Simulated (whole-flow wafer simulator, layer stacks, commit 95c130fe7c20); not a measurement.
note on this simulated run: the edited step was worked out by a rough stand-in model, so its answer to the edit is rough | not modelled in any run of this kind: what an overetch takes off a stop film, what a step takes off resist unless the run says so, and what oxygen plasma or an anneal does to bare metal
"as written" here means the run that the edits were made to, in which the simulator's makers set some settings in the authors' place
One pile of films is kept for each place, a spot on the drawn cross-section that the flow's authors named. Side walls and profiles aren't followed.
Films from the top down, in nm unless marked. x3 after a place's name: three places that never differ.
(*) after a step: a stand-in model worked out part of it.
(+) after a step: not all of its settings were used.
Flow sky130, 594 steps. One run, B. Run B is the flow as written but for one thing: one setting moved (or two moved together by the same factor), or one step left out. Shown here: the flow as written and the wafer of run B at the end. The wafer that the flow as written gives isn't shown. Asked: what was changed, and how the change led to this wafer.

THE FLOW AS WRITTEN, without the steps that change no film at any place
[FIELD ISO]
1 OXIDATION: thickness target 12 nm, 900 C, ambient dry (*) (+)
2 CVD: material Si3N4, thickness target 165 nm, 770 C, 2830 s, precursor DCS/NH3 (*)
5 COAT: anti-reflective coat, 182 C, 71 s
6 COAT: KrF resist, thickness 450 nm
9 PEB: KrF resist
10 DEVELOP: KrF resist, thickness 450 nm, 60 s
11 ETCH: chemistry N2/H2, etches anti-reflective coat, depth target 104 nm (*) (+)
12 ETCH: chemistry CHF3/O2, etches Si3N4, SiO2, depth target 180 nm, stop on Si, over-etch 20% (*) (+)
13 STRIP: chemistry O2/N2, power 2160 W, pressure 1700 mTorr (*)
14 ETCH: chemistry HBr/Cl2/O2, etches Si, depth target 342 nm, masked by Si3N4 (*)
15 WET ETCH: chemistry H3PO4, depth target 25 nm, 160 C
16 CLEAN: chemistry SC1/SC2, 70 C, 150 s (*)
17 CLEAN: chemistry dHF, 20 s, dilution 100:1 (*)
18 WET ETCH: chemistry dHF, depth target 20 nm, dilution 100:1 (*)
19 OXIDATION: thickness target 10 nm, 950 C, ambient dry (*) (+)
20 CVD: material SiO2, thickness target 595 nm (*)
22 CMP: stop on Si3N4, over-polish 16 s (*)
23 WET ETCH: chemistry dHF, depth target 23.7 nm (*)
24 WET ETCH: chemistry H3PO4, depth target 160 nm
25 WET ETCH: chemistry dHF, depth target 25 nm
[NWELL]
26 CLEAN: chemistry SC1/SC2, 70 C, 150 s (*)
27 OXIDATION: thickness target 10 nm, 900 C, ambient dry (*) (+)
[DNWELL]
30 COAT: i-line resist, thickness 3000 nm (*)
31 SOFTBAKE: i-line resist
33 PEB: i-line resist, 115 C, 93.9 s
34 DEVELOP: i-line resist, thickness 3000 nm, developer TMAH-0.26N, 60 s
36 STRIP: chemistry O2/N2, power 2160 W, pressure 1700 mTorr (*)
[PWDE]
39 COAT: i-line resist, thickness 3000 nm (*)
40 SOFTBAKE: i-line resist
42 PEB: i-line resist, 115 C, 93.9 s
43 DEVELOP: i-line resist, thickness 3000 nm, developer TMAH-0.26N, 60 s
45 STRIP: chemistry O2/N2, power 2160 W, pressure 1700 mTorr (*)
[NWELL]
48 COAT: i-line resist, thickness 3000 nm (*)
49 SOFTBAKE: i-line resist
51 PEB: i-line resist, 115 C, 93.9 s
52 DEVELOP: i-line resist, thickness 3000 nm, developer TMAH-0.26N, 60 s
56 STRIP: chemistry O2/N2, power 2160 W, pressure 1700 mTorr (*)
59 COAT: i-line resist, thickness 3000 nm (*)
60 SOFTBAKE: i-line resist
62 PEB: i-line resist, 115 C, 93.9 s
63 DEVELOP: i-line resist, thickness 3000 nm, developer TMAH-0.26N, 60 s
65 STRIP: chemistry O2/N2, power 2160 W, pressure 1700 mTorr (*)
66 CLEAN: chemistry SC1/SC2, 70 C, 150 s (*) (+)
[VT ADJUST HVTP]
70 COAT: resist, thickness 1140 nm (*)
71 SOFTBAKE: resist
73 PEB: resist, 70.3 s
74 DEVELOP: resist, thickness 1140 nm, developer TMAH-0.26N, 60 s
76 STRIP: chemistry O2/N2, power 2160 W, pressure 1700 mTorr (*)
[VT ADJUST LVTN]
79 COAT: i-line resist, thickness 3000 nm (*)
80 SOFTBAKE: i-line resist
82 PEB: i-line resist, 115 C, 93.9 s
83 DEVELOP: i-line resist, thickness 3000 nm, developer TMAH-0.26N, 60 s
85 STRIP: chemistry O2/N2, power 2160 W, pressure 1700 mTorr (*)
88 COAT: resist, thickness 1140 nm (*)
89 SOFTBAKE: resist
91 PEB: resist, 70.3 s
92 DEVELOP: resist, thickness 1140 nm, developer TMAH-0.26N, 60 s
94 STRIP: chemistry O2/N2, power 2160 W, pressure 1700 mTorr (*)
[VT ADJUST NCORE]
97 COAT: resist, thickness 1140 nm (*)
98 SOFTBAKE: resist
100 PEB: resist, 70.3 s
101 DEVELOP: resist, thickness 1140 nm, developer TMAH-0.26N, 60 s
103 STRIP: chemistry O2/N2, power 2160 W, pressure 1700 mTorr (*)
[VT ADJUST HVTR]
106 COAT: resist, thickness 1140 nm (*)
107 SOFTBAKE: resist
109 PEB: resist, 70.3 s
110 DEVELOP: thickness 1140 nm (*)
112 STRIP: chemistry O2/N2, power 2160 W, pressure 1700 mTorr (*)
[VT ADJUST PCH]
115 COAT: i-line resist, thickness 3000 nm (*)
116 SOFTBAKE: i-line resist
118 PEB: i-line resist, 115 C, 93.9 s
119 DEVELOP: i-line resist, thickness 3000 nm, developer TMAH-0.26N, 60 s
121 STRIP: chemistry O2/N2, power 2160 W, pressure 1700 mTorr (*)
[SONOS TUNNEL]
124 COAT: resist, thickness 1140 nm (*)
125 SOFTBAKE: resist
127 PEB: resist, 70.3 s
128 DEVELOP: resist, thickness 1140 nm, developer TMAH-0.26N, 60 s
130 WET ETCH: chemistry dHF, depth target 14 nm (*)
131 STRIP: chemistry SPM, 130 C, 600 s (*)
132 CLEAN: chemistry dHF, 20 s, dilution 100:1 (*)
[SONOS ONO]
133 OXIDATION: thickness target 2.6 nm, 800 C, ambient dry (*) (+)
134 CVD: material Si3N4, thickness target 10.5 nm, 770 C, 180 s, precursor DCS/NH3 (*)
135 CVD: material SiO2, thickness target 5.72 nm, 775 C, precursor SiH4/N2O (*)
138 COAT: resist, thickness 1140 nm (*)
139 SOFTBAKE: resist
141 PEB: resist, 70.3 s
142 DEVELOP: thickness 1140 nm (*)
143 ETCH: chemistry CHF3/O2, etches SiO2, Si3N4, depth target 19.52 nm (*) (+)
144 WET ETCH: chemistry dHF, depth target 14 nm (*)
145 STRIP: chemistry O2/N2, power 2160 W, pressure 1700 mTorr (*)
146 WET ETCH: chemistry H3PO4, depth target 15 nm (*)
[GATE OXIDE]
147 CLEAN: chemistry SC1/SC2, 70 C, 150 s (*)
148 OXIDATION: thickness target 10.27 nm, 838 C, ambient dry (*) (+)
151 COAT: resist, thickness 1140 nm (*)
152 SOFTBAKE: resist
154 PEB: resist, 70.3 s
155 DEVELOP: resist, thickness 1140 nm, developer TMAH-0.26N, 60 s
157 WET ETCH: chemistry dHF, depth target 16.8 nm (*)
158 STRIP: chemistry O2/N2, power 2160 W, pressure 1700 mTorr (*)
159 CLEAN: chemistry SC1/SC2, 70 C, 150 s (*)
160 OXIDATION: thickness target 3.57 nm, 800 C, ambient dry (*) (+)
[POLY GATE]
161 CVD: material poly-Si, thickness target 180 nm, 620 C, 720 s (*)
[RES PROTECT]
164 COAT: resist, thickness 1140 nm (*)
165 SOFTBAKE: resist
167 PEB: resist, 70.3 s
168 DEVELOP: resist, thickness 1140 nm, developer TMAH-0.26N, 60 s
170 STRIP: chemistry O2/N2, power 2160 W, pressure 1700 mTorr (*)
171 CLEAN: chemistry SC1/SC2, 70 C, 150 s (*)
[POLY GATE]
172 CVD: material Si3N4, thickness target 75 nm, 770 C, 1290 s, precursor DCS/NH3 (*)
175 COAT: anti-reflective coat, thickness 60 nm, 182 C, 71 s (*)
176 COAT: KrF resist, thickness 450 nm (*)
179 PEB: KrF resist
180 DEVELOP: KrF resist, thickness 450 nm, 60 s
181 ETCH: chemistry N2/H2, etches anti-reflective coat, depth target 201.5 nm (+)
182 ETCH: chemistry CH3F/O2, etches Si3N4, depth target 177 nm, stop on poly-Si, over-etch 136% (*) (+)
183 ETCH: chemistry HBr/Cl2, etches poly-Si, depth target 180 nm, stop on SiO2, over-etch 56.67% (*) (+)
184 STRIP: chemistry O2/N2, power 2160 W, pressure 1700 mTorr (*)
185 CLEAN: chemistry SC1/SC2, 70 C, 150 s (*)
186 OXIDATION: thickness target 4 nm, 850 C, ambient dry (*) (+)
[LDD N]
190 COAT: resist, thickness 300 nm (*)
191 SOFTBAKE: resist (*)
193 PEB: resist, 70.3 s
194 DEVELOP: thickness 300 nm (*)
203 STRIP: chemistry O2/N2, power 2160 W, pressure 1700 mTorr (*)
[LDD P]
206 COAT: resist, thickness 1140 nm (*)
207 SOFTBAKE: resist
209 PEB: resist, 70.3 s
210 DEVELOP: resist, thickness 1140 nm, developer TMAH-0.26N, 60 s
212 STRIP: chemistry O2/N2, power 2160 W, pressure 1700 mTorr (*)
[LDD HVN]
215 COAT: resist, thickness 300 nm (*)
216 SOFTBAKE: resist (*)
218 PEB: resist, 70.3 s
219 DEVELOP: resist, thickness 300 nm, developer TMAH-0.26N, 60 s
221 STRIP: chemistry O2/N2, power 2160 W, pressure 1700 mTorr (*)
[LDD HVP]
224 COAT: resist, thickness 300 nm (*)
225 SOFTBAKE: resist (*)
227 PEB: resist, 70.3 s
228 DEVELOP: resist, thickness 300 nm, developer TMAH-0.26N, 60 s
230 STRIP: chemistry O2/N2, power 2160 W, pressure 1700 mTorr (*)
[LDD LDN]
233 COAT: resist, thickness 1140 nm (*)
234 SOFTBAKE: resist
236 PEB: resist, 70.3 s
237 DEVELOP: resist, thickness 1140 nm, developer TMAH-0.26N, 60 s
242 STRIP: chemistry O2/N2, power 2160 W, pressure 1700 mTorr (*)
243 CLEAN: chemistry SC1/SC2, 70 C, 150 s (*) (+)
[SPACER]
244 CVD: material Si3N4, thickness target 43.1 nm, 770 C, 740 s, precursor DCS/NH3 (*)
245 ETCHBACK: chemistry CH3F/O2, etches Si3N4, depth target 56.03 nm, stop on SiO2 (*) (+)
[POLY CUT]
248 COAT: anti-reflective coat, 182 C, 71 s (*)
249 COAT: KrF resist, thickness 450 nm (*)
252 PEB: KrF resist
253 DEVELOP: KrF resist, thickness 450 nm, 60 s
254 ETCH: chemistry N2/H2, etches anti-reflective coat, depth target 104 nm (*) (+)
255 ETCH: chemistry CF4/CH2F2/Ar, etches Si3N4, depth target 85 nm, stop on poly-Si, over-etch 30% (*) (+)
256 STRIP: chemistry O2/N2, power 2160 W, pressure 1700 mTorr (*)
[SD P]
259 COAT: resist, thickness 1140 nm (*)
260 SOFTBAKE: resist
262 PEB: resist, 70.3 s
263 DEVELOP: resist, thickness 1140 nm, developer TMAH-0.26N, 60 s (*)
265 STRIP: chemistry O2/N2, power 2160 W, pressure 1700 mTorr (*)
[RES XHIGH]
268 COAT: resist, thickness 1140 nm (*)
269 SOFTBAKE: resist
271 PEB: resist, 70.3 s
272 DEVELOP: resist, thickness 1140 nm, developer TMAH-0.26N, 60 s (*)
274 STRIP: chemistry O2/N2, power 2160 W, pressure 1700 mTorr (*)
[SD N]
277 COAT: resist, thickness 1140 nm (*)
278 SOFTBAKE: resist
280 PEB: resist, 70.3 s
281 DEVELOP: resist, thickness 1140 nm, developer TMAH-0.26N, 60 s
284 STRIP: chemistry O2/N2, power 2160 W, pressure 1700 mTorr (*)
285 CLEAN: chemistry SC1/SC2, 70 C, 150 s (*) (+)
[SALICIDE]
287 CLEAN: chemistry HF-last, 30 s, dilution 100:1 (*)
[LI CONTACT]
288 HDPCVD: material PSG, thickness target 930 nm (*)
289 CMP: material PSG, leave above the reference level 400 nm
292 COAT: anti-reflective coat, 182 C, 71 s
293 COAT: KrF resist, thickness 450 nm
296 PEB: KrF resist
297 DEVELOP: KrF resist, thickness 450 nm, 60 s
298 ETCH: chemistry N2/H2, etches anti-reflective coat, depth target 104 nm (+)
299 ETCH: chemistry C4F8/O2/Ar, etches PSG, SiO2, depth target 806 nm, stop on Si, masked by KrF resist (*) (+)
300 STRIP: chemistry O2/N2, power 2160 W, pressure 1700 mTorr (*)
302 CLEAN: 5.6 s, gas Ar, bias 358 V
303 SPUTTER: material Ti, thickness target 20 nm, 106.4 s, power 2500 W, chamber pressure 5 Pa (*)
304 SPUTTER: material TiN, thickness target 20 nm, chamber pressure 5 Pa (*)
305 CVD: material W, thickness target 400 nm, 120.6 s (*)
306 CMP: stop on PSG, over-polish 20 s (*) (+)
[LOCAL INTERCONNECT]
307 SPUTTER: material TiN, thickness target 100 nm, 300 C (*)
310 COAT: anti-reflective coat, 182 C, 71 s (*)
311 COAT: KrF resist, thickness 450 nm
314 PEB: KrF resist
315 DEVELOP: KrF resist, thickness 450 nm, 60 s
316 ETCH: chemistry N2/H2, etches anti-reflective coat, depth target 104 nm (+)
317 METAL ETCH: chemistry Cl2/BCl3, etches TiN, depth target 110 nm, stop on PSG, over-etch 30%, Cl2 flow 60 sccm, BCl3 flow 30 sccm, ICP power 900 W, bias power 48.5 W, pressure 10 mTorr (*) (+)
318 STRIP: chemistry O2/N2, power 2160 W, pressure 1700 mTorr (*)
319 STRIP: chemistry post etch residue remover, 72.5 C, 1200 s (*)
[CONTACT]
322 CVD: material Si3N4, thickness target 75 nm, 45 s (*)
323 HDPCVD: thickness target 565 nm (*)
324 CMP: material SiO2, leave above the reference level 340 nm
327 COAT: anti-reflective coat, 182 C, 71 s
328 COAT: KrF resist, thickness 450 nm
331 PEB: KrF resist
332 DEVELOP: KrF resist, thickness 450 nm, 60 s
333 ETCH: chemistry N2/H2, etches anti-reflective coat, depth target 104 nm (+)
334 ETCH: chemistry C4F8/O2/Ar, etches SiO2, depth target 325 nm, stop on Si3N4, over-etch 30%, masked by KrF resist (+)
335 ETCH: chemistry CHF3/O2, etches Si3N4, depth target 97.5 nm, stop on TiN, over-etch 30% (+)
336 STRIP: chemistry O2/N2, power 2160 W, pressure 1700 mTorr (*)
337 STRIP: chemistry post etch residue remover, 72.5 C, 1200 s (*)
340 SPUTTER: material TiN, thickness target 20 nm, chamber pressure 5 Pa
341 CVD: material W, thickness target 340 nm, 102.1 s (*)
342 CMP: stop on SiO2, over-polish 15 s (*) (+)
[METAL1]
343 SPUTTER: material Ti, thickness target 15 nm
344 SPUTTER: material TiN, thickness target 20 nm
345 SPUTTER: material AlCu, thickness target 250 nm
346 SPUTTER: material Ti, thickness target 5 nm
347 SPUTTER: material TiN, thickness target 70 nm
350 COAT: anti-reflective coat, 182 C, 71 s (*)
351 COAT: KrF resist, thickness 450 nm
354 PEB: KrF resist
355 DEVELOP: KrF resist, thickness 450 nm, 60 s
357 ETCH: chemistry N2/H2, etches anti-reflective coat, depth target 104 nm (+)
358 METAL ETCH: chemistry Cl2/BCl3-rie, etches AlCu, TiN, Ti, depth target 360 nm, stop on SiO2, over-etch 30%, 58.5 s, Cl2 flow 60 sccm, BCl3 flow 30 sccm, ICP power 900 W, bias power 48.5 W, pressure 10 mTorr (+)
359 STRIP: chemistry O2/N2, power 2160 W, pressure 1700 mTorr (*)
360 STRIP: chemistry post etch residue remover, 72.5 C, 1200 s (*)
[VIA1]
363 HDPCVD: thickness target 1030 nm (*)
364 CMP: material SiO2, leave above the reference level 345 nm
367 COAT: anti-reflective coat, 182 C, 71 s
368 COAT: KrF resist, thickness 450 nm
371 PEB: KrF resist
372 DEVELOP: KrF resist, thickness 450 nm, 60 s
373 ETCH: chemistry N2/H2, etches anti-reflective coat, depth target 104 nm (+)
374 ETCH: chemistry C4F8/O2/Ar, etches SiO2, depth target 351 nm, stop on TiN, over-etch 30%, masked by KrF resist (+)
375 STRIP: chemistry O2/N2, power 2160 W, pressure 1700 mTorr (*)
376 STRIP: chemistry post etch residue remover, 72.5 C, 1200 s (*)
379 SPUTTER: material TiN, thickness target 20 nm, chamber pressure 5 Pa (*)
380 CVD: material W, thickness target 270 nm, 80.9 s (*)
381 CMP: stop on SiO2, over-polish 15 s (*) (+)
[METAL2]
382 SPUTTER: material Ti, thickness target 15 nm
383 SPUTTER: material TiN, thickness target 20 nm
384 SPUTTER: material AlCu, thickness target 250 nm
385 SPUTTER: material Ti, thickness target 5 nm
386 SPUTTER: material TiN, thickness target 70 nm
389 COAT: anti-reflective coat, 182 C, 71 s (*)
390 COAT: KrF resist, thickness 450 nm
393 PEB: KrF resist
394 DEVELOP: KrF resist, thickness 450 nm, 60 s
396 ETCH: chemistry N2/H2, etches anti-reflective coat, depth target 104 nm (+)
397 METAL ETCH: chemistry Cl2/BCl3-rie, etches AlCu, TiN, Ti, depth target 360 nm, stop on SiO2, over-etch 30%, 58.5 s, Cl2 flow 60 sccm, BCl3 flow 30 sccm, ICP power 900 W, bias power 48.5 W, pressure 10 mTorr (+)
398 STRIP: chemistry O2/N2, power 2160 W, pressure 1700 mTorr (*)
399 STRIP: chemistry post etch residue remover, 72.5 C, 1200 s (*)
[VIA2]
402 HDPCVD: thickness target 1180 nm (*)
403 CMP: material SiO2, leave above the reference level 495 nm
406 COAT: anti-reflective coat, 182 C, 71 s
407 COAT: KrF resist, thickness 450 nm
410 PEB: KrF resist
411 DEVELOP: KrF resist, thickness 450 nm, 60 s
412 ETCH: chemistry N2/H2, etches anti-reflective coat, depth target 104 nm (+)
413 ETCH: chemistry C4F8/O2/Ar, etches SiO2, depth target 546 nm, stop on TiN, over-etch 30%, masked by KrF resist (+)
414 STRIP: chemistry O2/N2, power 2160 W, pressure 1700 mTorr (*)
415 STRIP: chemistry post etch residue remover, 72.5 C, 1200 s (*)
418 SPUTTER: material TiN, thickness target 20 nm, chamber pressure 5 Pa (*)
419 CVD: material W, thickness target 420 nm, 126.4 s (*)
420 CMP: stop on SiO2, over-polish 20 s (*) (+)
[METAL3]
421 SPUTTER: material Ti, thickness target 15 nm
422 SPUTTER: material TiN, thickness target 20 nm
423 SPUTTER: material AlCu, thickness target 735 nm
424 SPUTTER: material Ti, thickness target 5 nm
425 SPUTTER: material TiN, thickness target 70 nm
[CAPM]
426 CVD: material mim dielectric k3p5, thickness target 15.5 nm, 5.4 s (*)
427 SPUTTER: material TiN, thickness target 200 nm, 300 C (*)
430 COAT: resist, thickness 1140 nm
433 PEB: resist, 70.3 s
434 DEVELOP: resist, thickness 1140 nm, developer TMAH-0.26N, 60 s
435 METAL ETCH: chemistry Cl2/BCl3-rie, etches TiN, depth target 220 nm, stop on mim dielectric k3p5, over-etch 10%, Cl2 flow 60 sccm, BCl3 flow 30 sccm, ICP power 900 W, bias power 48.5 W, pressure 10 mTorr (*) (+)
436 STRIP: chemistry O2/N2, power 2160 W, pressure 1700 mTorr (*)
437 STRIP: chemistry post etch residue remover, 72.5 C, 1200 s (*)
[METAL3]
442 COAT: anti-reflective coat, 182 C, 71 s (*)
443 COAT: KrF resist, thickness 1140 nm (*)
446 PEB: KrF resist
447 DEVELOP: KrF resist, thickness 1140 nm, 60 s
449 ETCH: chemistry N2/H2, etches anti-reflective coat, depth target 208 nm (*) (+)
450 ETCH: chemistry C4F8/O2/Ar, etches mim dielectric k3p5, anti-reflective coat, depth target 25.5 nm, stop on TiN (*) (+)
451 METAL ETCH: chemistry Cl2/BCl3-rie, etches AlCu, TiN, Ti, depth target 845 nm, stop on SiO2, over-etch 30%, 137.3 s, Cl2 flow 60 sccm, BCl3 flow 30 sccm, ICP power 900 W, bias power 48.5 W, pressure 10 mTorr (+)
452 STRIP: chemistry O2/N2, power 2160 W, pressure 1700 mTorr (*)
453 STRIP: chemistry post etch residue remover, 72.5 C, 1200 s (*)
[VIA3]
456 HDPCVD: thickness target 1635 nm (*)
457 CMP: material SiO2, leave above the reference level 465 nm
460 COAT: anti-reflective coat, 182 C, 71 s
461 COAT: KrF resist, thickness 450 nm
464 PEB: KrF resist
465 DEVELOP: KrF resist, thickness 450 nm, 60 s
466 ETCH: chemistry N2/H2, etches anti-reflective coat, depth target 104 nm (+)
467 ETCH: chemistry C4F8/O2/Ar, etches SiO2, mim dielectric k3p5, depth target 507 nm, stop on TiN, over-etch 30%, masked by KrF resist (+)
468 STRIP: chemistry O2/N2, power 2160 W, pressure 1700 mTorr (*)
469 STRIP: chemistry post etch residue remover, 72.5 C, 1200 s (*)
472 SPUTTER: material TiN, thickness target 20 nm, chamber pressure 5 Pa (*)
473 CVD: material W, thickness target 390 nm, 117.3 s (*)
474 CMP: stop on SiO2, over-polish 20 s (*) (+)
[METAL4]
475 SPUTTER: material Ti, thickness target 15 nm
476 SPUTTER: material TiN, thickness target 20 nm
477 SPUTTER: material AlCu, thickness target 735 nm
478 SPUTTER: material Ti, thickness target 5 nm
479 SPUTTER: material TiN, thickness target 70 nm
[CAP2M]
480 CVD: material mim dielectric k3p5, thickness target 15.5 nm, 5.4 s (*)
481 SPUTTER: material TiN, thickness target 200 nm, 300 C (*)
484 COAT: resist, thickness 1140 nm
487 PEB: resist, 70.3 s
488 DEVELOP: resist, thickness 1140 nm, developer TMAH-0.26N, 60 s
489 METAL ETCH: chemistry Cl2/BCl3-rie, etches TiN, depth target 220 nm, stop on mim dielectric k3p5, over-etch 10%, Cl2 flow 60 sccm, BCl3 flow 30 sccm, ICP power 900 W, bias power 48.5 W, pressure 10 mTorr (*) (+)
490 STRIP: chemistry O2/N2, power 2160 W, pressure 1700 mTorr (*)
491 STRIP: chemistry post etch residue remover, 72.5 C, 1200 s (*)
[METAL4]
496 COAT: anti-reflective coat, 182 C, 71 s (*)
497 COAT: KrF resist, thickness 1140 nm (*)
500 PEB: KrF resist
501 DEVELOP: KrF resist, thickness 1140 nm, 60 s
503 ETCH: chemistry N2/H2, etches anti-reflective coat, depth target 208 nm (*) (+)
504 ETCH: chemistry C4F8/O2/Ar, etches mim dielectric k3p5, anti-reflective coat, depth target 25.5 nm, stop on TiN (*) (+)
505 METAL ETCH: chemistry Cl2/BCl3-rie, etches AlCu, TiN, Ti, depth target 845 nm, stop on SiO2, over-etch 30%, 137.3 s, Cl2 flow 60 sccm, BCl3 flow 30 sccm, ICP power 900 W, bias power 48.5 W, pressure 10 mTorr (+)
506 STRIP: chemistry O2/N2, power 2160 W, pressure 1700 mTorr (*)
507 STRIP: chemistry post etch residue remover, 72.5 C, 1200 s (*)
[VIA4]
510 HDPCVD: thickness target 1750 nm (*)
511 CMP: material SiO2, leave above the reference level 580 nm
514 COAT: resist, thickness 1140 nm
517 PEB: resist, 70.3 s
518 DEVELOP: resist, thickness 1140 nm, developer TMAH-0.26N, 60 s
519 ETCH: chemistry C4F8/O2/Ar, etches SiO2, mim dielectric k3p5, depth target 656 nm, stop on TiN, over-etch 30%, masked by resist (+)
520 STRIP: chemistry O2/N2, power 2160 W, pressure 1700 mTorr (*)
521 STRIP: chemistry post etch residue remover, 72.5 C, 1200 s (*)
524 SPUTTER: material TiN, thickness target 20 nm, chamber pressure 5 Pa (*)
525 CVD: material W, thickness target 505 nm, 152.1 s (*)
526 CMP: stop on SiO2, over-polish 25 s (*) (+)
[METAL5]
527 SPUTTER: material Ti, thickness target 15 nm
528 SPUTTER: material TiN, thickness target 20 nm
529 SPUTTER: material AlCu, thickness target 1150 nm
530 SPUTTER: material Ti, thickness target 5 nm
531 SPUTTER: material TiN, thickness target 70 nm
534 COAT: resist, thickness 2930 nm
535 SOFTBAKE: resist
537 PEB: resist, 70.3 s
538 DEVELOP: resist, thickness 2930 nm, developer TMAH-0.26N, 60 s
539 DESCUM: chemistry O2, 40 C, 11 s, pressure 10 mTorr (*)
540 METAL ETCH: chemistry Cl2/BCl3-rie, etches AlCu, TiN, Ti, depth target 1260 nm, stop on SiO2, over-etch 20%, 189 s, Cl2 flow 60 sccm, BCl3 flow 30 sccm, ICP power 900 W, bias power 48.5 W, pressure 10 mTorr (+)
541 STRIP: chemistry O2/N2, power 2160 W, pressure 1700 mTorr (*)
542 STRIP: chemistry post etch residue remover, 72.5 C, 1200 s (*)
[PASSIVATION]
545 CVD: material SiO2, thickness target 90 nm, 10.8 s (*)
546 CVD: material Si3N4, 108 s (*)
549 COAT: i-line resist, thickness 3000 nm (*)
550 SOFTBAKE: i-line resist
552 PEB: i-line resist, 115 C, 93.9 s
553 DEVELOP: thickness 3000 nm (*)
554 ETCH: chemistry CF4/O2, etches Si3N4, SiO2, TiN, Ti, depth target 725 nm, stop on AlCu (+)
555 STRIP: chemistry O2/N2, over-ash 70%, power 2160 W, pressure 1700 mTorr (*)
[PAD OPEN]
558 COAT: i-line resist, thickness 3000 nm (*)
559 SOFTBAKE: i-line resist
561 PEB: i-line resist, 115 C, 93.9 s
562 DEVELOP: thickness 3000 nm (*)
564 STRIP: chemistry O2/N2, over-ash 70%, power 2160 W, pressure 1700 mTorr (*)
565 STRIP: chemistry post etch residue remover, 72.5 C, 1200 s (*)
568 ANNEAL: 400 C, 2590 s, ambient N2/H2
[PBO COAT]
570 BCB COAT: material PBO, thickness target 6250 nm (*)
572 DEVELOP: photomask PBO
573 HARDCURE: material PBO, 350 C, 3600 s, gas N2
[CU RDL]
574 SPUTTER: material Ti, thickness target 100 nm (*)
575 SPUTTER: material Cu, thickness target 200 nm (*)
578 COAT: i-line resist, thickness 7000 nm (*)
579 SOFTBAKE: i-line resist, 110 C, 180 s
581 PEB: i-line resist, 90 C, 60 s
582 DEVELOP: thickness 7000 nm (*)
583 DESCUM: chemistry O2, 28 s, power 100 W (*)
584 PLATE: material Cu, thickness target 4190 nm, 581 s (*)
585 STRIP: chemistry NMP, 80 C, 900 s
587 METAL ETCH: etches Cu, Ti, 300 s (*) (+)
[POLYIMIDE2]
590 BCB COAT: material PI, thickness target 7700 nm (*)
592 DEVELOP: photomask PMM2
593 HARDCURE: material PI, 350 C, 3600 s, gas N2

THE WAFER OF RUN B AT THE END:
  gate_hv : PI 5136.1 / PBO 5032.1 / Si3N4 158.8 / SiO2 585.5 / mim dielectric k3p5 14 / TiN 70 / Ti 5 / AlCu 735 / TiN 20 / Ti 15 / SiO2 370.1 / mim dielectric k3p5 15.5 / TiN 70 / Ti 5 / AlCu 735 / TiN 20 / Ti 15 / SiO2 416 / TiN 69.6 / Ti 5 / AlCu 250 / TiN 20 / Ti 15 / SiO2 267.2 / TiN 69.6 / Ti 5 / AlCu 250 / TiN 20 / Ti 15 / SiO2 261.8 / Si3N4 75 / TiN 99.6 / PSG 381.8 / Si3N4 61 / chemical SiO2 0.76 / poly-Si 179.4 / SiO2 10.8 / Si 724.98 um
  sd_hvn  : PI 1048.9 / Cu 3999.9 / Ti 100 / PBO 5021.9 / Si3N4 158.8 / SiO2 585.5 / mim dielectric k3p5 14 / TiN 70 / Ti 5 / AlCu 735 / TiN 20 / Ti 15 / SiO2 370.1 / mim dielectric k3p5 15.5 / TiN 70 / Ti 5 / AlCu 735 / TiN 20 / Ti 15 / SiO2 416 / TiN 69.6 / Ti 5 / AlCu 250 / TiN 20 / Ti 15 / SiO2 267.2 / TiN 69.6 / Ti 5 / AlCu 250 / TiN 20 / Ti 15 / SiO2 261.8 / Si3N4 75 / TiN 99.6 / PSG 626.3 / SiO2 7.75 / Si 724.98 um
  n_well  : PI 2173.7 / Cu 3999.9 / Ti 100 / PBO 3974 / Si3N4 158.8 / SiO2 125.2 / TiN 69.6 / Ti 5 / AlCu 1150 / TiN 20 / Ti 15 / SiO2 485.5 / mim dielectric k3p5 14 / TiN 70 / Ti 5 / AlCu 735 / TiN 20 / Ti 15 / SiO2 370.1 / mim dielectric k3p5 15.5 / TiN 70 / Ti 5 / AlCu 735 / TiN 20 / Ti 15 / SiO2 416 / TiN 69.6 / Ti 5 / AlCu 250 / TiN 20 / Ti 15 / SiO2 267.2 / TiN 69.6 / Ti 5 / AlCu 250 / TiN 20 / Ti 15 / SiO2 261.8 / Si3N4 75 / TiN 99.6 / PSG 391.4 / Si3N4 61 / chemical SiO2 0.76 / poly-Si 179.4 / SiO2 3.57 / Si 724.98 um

The cause: step 480, CVD: thickness target 14 nm was run, where the flow has thickness target 15.5 nm; step 480, CVD: 4.86 s was run, where the flow has 5.4 s.
It can be read off the wafer: gate_hv has mim dielectric k3p5 14, and step 480 as written asks for 15.5 nm.

How the change led to this, step by step:
  480 CVD: material mim dielectric k3p5, thickness target 15.5 nm, 5.4 s (*)
      field, active, n_well and 189 more: mim dielectric k3p5 +14 (new film) (as written it would be: mim dielectric k3p5 +15.5 (new film))
  504 ETCH: chemistry C4F8/O2/Ar, etches mim dielectric k3p5, anti-reflective coat, depth target 25.5 nm, stop on TiN (*) (+)
      n_well, p_well, gate_hv and 102 more: KrF resist -14 (as written it would be: KrF resist -15.5)
      field, active, gate and 85 more: mim dielectric k3p5 -14 (all of it) (as written it would be: mim dielectric k3p5 -15.5 (all of it))
  519 ETCH: chemistry C4F8/O2/Ar, etches SiO2, mim dielectric k3p5, depth target 656 nm, stop on TiN, over-etch 30%, masked by resist (+)
      m1: SiO2 -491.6 (all of it), mim dielectric k3p5 -14 (all of it) (as written it would be: SiO2 -490.1 (all of it), mim dielectric k3p5 -15.5 (all of it))
      via4_hole: SiO2 -491 (all of it), mim dielectric k3p5 -14 (all of it) (as written it would be: SiO2 -489.5 (all of it), mim dielectric k3p5 -15.5 (all of it))
